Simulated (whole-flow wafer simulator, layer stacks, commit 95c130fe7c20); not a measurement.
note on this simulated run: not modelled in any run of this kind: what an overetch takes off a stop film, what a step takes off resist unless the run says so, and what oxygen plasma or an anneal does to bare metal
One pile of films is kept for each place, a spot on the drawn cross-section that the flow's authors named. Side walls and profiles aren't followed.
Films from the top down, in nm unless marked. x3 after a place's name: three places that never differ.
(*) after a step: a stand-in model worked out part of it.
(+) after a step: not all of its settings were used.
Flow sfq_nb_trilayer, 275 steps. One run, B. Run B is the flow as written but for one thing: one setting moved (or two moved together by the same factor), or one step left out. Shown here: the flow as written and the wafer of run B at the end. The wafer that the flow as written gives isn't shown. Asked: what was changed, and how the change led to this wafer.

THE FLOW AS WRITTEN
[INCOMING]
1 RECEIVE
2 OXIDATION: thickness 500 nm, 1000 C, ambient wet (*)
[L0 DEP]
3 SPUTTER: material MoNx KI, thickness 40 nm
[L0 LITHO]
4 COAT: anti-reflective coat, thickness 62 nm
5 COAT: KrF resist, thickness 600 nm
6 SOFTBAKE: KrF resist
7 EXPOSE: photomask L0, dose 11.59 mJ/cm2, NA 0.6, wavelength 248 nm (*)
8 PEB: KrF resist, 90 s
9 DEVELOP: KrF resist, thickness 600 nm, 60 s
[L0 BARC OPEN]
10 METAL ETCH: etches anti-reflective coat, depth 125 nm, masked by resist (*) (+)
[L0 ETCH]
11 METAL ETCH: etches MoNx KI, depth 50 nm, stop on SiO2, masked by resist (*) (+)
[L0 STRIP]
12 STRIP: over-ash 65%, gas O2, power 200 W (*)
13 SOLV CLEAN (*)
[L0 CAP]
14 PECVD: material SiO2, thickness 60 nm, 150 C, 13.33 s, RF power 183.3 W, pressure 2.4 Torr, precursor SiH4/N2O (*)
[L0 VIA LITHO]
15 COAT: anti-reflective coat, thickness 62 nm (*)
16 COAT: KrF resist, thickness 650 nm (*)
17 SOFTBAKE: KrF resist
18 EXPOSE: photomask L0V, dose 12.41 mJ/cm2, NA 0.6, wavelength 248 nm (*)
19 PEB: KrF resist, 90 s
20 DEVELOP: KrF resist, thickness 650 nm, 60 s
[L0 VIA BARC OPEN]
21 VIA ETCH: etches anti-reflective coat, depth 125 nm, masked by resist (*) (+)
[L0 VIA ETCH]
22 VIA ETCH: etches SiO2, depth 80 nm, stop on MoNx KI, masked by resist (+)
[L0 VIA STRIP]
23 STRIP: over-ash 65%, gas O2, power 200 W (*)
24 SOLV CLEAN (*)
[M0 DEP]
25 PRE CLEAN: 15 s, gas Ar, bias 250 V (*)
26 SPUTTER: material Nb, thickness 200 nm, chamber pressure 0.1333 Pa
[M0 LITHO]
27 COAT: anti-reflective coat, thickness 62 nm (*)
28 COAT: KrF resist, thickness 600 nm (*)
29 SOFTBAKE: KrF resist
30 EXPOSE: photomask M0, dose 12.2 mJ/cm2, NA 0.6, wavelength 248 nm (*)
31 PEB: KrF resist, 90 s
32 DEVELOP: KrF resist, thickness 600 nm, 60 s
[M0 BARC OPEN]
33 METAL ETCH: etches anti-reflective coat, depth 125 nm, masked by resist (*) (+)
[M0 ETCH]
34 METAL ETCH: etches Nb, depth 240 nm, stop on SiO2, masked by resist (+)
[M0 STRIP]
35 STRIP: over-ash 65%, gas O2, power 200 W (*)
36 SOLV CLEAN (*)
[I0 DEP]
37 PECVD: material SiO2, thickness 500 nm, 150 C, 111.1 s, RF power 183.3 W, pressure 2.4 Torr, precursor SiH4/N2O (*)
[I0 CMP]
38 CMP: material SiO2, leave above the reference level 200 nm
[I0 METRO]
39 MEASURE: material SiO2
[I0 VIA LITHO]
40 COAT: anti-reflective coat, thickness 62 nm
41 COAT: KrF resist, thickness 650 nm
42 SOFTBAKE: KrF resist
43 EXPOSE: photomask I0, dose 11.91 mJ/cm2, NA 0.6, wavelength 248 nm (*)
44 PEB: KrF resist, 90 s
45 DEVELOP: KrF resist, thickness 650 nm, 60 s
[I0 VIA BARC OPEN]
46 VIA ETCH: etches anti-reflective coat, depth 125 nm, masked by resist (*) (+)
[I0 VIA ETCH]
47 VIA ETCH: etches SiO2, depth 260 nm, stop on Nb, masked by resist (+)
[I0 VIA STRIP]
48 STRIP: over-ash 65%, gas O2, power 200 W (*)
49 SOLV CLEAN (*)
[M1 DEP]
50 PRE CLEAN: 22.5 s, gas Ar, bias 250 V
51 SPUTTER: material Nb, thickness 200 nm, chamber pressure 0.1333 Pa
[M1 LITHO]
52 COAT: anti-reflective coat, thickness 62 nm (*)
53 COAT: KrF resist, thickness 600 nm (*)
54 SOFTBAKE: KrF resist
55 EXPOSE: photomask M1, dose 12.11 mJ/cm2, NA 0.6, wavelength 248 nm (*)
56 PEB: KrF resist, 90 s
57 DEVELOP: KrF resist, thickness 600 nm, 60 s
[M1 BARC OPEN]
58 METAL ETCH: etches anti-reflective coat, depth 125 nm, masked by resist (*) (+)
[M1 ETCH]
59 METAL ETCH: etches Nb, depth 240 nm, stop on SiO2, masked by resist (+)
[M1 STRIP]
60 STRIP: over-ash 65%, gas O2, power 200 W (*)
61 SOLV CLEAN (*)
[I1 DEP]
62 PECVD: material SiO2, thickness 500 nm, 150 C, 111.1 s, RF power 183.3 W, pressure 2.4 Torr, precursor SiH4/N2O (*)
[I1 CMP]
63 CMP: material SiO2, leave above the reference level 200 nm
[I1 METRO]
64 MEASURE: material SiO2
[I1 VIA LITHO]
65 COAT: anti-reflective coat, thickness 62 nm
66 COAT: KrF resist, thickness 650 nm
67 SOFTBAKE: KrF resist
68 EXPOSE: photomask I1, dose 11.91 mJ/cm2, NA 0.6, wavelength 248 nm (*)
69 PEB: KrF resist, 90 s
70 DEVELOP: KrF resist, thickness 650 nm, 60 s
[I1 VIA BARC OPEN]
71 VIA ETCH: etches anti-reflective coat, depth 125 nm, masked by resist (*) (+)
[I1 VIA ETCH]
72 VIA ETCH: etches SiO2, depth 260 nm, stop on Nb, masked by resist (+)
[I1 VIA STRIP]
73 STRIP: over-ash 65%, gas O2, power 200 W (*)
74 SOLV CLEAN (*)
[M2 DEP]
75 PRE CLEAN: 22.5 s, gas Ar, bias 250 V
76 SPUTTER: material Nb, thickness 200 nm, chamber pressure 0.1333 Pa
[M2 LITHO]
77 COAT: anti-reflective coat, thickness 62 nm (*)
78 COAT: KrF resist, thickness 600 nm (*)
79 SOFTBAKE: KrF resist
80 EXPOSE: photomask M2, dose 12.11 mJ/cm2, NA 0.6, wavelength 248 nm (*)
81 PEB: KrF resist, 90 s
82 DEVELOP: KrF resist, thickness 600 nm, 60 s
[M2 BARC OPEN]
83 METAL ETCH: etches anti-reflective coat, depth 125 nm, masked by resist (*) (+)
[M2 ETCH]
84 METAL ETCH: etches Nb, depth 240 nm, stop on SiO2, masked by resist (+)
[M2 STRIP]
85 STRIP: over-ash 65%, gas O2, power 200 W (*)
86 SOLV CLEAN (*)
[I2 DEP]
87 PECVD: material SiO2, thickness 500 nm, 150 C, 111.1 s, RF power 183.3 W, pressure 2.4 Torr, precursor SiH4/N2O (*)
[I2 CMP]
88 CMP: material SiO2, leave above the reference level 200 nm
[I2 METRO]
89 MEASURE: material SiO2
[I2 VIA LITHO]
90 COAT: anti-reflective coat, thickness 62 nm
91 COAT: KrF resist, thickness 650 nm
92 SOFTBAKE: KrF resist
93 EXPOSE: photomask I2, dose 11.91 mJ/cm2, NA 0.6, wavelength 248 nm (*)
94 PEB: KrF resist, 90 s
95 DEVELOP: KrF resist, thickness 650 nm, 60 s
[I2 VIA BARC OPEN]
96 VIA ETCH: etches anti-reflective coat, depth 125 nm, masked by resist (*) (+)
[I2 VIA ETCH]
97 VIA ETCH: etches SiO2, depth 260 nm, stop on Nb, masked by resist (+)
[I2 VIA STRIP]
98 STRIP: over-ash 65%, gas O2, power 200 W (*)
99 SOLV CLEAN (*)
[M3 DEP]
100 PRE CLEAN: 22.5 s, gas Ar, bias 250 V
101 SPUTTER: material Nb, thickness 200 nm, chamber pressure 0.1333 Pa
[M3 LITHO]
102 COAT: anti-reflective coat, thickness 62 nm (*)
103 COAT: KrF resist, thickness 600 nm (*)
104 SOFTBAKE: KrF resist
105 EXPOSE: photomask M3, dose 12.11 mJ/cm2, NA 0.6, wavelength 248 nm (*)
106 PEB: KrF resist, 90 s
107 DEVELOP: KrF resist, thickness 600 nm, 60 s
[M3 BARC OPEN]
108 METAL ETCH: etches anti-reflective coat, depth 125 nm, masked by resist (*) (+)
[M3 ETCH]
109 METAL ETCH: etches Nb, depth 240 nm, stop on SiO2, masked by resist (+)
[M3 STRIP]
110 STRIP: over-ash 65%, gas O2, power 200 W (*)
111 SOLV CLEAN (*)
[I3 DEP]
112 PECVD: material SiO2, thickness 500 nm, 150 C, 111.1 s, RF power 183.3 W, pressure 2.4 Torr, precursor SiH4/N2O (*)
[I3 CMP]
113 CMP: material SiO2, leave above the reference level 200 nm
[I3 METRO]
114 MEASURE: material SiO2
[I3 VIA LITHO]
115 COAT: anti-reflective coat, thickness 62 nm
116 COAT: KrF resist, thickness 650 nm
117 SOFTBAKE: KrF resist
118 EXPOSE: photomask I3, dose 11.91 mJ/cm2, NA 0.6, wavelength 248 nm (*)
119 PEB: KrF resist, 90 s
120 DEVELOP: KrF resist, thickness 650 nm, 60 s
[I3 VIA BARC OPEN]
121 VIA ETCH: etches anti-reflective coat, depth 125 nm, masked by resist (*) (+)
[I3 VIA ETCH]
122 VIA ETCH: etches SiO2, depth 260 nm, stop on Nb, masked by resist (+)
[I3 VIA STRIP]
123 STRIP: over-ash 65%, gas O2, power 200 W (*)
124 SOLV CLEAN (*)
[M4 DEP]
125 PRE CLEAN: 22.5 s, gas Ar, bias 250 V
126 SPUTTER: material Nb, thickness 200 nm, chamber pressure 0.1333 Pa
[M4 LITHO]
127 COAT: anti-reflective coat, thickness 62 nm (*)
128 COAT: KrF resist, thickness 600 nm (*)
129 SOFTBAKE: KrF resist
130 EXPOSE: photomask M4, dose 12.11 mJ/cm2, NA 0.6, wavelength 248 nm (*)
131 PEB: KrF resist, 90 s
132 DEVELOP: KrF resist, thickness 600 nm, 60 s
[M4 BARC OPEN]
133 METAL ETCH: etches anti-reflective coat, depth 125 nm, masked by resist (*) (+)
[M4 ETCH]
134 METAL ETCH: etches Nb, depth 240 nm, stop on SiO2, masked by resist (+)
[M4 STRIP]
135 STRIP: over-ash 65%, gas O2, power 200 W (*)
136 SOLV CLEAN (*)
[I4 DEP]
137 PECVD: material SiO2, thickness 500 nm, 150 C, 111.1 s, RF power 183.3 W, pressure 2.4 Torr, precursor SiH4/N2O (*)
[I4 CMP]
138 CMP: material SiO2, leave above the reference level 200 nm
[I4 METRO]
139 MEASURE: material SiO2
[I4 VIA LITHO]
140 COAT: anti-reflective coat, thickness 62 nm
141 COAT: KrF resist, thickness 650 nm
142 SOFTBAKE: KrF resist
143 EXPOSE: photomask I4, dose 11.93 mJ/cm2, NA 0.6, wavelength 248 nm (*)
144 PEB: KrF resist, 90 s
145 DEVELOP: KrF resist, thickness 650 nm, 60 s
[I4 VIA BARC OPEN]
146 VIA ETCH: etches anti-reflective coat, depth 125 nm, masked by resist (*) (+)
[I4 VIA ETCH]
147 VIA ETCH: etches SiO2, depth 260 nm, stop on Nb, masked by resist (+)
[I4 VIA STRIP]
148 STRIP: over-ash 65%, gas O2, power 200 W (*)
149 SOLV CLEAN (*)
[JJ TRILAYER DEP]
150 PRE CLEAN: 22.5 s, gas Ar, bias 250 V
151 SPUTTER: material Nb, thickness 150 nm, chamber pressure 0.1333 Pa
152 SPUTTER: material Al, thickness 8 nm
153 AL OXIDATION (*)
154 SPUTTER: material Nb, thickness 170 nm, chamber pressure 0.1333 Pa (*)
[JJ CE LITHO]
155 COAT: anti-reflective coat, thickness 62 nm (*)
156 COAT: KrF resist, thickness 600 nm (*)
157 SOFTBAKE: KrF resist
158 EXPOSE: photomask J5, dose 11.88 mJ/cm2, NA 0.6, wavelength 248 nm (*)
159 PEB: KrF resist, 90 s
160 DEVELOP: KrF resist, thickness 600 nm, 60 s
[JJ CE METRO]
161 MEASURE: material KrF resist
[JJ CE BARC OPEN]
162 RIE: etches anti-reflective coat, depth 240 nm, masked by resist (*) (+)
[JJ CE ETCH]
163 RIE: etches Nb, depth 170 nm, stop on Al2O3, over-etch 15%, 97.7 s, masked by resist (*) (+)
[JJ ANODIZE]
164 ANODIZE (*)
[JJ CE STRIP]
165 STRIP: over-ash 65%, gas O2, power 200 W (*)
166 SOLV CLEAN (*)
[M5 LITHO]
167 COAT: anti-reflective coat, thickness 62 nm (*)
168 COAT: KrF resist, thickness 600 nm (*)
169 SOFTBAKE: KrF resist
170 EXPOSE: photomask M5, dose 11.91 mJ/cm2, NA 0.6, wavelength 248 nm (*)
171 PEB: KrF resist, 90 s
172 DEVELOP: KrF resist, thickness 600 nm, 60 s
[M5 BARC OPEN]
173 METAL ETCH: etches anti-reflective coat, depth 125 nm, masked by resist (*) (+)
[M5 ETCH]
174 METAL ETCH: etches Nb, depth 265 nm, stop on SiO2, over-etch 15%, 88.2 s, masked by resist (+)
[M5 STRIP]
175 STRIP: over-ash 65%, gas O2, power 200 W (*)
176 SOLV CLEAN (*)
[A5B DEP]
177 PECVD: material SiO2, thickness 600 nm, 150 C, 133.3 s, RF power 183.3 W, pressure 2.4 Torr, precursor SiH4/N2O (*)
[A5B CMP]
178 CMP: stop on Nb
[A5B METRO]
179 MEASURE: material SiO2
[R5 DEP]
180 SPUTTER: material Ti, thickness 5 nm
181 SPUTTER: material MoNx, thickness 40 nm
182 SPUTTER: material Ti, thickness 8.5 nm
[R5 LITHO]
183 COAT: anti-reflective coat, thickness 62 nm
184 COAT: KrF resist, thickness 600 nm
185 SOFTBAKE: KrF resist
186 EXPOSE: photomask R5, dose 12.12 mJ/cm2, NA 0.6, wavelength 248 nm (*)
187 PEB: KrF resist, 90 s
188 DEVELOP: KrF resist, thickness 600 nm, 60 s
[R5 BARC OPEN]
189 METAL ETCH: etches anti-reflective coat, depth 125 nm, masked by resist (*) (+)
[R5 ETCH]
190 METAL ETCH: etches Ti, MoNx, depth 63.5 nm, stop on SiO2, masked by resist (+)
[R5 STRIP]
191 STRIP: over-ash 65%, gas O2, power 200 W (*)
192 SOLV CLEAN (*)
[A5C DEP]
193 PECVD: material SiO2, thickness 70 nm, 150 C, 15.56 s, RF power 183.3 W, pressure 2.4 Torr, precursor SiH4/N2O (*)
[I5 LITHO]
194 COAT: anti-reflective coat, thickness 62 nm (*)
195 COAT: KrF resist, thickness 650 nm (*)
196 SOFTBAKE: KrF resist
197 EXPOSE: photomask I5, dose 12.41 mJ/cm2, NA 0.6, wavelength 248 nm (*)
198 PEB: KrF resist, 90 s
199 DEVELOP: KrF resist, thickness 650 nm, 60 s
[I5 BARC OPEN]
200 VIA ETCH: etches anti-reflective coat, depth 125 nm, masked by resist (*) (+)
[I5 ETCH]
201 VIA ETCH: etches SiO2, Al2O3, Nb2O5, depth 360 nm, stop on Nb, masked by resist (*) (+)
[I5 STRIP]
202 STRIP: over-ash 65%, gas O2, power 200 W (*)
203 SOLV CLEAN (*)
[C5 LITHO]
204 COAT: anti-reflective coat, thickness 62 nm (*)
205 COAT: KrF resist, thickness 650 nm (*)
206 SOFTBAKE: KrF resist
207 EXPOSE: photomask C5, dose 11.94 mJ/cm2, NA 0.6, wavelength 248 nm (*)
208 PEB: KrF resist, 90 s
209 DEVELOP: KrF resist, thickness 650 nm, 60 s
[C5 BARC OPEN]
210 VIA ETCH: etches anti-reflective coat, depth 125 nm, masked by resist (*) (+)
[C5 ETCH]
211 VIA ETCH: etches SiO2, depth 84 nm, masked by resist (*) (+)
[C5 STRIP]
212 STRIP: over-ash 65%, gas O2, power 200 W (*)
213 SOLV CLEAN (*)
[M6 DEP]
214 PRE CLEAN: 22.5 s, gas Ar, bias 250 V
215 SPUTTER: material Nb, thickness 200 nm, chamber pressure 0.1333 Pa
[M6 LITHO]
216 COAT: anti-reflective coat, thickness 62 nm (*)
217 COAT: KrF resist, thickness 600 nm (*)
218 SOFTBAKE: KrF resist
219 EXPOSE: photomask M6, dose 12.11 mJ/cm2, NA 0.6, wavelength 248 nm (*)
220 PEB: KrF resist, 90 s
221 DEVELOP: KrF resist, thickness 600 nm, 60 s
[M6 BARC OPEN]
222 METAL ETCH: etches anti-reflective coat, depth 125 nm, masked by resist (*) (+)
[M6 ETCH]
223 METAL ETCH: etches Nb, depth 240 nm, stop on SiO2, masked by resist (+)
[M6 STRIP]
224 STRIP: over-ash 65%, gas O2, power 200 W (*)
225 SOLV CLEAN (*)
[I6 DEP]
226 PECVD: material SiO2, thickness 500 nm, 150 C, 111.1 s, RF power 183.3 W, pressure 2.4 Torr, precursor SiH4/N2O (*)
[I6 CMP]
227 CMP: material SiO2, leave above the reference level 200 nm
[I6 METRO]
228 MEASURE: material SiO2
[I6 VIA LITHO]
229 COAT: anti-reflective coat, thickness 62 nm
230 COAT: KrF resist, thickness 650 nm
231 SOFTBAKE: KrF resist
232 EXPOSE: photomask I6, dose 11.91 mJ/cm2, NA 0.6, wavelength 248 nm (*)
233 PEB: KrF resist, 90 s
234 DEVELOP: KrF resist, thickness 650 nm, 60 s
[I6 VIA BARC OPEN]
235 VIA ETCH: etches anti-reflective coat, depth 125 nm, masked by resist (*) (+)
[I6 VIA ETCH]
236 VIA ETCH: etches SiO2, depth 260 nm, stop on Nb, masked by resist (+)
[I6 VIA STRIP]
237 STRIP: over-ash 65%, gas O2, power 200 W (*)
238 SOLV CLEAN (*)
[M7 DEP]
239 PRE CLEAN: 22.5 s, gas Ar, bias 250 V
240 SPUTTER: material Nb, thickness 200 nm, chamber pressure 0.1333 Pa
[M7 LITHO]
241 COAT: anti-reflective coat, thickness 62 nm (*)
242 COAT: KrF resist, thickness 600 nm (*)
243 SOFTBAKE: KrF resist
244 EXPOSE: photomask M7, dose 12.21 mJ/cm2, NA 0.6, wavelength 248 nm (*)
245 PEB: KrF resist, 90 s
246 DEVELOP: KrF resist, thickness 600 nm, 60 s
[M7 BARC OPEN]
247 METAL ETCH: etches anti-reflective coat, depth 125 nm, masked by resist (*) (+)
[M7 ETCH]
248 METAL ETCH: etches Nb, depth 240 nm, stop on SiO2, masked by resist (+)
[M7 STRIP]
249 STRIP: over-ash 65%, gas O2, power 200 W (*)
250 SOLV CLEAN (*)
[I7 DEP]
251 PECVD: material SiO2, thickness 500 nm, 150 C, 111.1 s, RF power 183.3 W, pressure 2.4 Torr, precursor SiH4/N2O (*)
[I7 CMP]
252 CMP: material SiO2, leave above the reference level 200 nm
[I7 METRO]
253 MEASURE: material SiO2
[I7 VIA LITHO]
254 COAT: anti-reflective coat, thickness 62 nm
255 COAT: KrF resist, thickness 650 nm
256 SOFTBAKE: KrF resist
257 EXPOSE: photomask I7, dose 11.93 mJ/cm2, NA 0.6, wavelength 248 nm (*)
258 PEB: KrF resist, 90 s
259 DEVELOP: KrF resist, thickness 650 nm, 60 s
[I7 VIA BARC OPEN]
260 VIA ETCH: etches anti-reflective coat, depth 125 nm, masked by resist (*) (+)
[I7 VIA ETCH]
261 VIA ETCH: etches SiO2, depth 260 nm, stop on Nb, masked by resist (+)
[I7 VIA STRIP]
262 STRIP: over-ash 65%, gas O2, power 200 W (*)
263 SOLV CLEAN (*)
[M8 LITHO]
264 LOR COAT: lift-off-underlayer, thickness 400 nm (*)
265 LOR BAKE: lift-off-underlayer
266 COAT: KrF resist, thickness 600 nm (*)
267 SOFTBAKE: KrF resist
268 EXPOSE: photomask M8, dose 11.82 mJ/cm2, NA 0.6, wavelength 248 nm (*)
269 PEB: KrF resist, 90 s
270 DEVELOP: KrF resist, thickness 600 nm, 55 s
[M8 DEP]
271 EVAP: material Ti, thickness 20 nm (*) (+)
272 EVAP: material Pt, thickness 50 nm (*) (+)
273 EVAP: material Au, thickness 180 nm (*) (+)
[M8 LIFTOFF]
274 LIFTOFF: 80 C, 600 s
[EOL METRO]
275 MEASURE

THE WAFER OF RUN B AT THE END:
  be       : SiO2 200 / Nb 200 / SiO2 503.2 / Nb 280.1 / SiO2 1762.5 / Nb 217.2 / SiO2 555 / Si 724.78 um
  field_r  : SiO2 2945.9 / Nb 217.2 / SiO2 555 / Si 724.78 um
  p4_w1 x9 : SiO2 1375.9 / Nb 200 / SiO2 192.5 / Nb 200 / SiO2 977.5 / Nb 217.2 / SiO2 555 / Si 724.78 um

The cause: step 26, SPUTTER: thickness 217.2 nm was run, where the flow has thickness 200 nm.
It can be read off the wafer: be has Nb 217.2, and step 26 as written asks for 200 nm.

How the change led to this, step by step:
  26 SPUTTER: material Nb, thickness 200 nm, chamber pressure 0.1333 Pa
      field_l, v_sur, via_wl and 102 more: Nb +217.2 (new film) (as written it would be: Nb +200 (new film))
      l0v: Nb +212.9 (new film) (as written it would be: Nb +195.7 (new film))
  34 METAL ETCH: etches Nb, depth 240 nm, stop on SiO2, masked by resist (+)
      moat, m0r_space_l x2: Nb -217.2 (all of it) (as written it would be: Nb -200 (all of it))
  37 PECVD: material SiO2, thickness 500 nm, 150 C, 111.1 s, RF power 183.3 W, pressure 2.4 Torr, precursor SiH4/N2O (*)
      moat, m0r_space_l x2: SiO2 +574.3 (as written it would be: SiO2 +557.1)
